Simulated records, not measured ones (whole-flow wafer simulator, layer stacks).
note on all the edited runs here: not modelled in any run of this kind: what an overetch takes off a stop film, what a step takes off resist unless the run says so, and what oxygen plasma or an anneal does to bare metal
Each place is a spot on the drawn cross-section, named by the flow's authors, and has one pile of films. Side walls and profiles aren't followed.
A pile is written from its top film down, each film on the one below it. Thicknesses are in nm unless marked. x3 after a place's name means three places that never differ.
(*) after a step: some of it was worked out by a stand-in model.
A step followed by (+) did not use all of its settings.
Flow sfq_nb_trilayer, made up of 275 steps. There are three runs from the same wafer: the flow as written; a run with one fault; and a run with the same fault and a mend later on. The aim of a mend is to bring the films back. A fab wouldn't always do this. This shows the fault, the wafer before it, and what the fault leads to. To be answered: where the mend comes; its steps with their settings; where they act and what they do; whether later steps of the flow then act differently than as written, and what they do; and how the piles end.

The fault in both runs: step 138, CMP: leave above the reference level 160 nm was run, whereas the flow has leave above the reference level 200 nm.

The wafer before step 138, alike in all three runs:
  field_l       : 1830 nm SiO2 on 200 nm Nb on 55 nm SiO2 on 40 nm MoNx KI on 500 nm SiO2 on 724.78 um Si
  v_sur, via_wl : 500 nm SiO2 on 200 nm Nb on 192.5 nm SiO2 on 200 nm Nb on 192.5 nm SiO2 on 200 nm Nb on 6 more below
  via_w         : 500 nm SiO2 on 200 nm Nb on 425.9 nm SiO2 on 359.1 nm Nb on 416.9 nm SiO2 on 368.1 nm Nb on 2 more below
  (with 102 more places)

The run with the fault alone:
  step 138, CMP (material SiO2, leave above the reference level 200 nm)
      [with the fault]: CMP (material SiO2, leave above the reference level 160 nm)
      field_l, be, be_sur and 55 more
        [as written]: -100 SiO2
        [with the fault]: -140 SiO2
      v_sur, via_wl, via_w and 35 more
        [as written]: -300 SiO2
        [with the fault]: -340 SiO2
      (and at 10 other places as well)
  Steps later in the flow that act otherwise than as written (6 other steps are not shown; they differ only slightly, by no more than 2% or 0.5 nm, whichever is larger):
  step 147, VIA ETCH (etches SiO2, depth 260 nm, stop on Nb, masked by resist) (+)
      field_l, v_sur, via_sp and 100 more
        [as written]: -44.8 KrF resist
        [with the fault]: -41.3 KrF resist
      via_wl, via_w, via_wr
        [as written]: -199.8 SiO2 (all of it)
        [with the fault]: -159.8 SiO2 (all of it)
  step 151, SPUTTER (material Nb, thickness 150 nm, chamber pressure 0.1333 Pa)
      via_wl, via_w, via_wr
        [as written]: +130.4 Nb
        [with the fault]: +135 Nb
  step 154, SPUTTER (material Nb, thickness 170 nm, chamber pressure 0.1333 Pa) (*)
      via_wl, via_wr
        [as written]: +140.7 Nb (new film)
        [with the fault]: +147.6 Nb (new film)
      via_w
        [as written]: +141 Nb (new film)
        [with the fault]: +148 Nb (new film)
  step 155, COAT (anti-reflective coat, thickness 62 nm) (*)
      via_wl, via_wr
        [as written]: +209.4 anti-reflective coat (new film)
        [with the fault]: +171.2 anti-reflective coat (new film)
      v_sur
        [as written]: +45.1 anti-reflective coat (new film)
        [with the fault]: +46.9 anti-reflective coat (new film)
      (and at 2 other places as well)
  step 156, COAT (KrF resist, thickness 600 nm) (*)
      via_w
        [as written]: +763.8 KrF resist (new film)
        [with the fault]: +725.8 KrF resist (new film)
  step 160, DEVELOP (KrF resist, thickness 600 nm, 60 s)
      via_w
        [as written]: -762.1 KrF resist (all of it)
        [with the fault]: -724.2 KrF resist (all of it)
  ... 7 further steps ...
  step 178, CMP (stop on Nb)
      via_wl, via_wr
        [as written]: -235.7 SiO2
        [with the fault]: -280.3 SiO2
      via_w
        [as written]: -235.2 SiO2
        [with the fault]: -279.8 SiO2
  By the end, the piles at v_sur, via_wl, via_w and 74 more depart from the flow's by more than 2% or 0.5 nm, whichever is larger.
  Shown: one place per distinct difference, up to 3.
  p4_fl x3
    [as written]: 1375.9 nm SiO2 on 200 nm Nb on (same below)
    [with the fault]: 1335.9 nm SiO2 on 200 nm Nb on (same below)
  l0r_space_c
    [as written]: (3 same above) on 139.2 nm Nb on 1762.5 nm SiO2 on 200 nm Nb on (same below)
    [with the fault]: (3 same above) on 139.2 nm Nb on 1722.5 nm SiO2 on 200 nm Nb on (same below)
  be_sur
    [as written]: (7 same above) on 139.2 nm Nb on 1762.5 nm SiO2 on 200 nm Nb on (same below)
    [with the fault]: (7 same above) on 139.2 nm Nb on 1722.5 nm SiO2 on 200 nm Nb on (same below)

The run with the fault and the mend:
  After step 139 comes the mend.
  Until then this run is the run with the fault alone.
  step 139a, PECVD (material SiO2, thickness 40 nm, 150 C, 8.889 s, RF power 183.3 W, pressure 2.4 Torr, precursor SiH4/N2O) (the flow's step 137 again, with other settings)
      field_l, v_sur, via_wl and 103 more
        +40 SiO2
  Every later step of the flow that is run acts as written at every place that is followed.
  The piles end the same as the flow's at every place that both follow.
